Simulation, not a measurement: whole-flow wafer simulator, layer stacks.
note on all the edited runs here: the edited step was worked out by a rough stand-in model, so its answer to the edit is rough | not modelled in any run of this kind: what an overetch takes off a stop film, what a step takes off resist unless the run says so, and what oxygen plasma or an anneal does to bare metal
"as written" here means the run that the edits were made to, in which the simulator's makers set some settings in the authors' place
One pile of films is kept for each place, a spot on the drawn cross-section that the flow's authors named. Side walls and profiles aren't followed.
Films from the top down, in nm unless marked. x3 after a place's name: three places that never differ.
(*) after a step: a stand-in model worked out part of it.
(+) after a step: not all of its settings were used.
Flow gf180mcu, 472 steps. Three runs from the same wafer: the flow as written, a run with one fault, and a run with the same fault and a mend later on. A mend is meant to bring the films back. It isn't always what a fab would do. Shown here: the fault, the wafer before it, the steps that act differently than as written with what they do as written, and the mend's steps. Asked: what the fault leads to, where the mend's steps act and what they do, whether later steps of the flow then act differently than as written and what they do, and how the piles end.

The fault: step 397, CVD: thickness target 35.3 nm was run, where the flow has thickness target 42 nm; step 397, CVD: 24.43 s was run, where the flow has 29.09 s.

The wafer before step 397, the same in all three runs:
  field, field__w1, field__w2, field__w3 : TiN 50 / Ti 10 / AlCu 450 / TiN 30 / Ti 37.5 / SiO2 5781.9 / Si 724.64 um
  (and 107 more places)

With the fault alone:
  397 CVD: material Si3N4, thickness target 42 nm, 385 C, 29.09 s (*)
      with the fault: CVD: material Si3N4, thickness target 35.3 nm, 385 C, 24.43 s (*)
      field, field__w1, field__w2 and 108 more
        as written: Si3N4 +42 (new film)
        with the fault: Si3N4 +35.3 (new film)
  Later steps of the flow that act differently than as written (4 more steps differ only slightly, by at most 2% or 0.5 nm, whichever is larger, and aren't shown):
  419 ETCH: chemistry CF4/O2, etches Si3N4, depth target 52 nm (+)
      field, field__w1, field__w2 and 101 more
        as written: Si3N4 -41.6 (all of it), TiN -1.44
        with the fault: Si3N4 -34.9 (all of it), TiN -2.37
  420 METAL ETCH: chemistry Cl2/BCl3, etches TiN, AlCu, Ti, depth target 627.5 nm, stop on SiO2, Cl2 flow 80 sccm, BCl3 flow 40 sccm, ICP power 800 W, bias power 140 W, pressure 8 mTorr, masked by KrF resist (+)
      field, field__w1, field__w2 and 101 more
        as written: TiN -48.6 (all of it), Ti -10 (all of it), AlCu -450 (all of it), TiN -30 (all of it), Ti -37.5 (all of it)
        with the fault: TiN -47.6 (all of it), Ti -10 (all of it), AlCu -450 (all of it), TiN -30 (all of it), Ti -37.5 (all of it)
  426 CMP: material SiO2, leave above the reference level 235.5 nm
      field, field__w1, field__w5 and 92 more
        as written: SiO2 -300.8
        with the fault: SiO2 -307.5
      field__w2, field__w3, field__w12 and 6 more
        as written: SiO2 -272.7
        with the fault: SiO2 -279.7
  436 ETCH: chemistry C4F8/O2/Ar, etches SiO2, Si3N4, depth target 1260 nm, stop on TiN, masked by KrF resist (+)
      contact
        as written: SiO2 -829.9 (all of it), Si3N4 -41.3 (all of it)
        with the fault: SiO2 -829.9 (all of it), Si3N4 -34.6 (all of it)
  At the end the piles differ from the flow's by more than 2% or 0.5 nm, whichever is larger, at field__w4, field__w8, m1, m1__w1, mim, mim_1p0, m1_nw.
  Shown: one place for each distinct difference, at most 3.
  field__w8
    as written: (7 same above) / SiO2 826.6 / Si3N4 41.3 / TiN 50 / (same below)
    with the fault: (7 same above) / SiO2 826.6 / Si3N4 34.6 / TiN 50 / (same below)
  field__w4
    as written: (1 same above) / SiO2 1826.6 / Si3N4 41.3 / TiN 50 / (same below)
    with the fault: (1 same above) / SiO2 1826.6 / Si3N4 34.6 / TiN 50 / (same below)
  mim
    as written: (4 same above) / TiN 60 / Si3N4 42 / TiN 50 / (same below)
    with the fault: (4 same above) / TiN 60 / Si3N4 35.3 / TiN 50 / (same below)

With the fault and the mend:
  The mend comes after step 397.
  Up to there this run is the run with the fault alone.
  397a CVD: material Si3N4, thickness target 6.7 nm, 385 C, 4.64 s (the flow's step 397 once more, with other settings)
      field, field__w1, field__w2 and 108 more
        Si3N4 +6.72
  No later step of the flow acts differently than as written, at any place that is followed, by more than 2% or 0.5 nm, whichever is larger.
  At the end the piles differ from the flow's only slightly at the places that both follow, by at most 2% or 0.5 nm, whichever is larger.
